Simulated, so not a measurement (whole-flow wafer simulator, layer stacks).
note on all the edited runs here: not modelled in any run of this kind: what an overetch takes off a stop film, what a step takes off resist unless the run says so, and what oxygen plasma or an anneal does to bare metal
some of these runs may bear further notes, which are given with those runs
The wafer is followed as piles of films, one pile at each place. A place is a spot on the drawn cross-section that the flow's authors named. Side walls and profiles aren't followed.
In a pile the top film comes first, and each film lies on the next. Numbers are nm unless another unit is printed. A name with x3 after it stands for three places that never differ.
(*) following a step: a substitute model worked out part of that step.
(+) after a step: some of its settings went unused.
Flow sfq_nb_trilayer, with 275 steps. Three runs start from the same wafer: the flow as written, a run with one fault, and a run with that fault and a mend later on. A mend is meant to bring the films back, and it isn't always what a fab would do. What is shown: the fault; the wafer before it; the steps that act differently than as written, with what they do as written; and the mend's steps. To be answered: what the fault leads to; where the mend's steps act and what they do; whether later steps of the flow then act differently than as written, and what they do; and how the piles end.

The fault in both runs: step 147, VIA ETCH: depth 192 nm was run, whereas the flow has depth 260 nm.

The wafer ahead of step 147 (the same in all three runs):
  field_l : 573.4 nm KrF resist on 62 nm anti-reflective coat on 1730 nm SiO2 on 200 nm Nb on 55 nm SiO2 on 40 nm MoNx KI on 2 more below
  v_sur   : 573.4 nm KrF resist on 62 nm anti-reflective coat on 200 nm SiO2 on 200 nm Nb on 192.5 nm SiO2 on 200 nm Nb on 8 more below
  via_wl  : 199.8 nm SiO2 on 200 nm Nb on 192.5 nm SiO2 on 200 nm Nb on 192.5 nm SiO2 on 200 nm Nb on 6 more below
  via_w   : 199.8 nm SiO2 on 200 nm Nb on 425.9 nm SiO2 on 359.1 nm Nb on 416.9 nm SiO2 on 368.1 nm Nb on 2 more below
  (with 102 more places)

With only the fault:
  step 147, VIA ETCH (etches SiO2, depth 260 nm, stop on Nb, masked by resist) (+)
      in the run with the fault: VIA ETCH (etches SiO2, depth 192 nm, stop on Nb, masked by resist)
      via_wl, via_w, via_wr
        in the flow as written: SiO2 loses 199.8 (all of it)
        in the run with the fault: SiO2 loses 192
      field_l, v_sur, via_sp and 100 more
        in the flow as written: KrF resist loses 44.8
        in the run with the fault: KrF resist loses 33.1
  Later steps of the flow acting differently than as written (not shown: 11 more steps that differ only slightly, by at most 2% or 0.5 nm, whichever is larger):
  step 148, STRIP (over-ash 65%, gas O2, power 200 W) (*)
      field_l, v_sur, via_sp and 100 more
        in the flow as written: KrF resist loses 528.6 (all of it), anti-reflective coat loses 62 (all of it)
        in the run with the fault: KrF resist loses 540.3 (all of it), anti-reflective coat loses 62 (all of it)
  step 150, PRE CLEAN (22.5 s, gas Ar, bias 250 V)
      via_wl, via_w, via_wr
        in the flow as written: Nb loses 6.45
        in the run with the fault: SiO2 loses 7.5
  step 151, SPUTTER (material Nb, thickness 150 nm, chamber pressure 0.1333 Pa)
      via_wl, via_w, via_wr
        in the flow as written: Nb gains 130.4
        in the run with the fault: Nb gains 131.2 (new film)
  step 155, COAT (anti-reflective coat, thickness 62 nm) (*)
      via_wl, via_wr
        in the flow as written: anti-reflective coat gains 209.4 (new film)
        in the run with the fault: anti-reflective coat gains 202.8 (new film)
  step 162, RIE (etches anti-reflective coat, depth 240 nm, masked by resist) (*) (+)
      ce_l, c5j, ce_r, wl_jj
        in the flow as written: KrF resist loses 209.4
        in the run with the fault: KrF resist loses 202.8
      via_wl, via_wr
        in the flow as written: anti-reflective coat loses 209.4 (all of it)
        in the run with the fault: anti-reflective coat loses 202.8 (all of it)
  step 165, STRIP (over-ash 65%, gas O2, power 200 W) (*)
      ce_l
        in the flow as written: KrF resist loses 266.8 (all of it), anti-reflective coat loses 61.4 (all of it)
        in the run with the fault: KrF resist loses 273.4 (all of it), anti-reflective coat loses 61.5 (all of it)
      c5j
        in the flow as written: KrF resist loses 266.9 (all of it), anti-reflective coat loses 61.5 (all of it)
        in the run with the fault: KrF resist loses 273.5 (all of it), anti-reflective coat loses 61.5 (all of it)
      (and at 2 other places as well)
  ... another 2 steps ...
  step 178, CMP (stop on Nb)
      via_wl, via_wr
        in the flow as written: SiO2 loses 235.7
        in the run with the fault: SiO2 loses 243.2
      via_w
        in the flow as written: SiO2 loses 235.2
        in the run with the fault: SiO2 loses 242.8
  The piles end different from the flow's at via_wl, via_w, via_wr by more than 2% or 0.5 nm, whichever is larger.
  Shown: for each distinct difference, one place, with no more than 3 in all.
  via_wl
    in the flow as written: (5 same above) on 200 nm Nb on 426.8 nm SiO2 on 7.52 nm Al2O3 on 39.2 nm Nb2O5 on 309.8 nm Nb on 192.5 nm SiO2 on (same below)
    in the run with the fault: (5 same above) on 200 nm Nb on 419.3 nm SiO2 on 7.54 nm Al2O3 on 39.1 nm Nb2O5 on 117.1 nm Nb on 0.34 nm SiO2 on 200 nm Nb on 192.5 nm SiO2 on (same below)
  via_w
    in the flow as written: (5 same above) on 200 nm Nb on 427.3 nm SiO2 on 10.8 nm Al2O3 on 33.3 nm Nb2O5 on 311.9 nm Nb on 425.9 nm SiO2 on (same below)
    in the run with the fault: (5 same above) on 200 nm Nb on 419.7 nm SiO2 on 10.9 nm Al2O3 on 33.2 nm Nb2O5 on 119.2 nm Nb on 0.34 nm SiO2 on 200 nm Nb on 425.9 nm SiO2 on (same below)

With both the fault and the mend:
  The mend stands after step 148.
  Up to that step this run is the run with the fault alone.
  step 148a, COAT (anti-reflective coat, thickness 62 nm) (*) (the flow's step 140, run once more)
      p4_fl x3, p4_w1 x9, p4_g1 x2 and 63 more
        anti-reflective coat gains 62 (new film)
      moat, field_r, lsp_l and 6 more
        anti-reflective coat gains 61.7 (new film)
      ce_r, sp_r, be_r, r_sur, res, r_end
        anti-reflective coat gains 61.6 (new film)
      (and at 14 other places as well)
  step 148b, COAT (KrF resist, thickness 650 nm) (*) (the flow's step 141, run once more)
      p4_fl x3, p4_w1 x9, p4_g1 x2 and 63 more
        KrF resist gains 650 (new film)
      r_end, moat, field_r, lsp_l, ln_m5, lsp_r, l0_sur
        KrF resist gains 649.3 (new film)
      r_sur, res, l0v
        KrF resist gains 649.2 (new film)
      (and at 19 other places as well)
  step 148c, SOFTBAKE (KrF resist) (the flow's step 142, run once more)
      alters no film at any place that is followed
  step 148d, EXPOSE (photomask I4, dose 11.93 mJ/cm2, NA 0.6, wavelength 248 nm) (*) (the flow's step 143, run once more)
      alters no film at any place that is followed
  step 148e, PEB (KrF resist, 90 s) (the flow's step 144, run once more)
      ce_r, sp_r, be_r and 89 more
        KrF resist loses 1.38
      wire, be, be_sur, gap, jj_sur, ce_l, c5j
        KrF resist loses 1.37
      v_sur, via_sp, via_v
        KrF resist loses 1.36
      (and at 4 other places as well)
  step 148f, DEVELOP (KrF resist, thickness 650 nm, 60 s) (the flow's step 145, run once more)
      field_l, v_sur, via_sp and 100 more
        KrF resist loses 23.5
      via_wl
        KrF resist loses 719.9 (all of it)
      via_w
        KrF resist loses 780.3 (all of it)
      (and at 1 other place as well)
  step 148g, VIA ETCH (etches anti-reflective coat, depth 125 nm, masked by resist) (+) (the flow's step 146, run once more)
      field_l, v_sur, via_sp and 100 more
        KrF resist loses 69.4
      via_wl, via_wr
        anti-reflective coat loses 125
      via_w
        anti-reflective coat loses 83.2 (all of it), SiO2 loses 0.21
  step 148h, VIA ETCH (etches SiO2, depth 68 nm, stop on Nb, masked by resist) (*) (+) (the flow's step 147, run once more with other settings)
      field_l, v_sur, via_sp and 100 more
        KrF resist loses 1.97
      via_wl
        anti-reflective coat loses 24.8 (all of it), SiO2 loses 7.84 (all of it)
      via_w
        SiO2 loses 7.64 (all of it)
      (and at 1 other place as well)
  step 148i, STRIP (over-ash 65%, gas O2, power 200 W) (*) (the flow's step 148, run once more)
      p4_fl x3, p4_w1 x9, p4_g1 x2 and 63 more
        KrF resist loses 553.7 (all of it), anti-reflective coat loses 62 (all of it)
      moat, field_r, lsp_l, ln_m5, lsp_m, ln_m6, lsp_r, l0_sur
        KrF resist loses 553 (all of it), anti-reflective coat loses 61.7 (all of it)
      r_sur, res, r_end
        KrF resist loses 552.9 (all of it), anti-reflective coat loses 61.6 (all of it)
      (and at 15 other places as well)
  None of the later steps of the flow differs from how it acts as written, at any place that is followed, by more than 2% or 0.5 nm, whichever is larger.
  At every place that both follow, the piles at the end match the flow's.
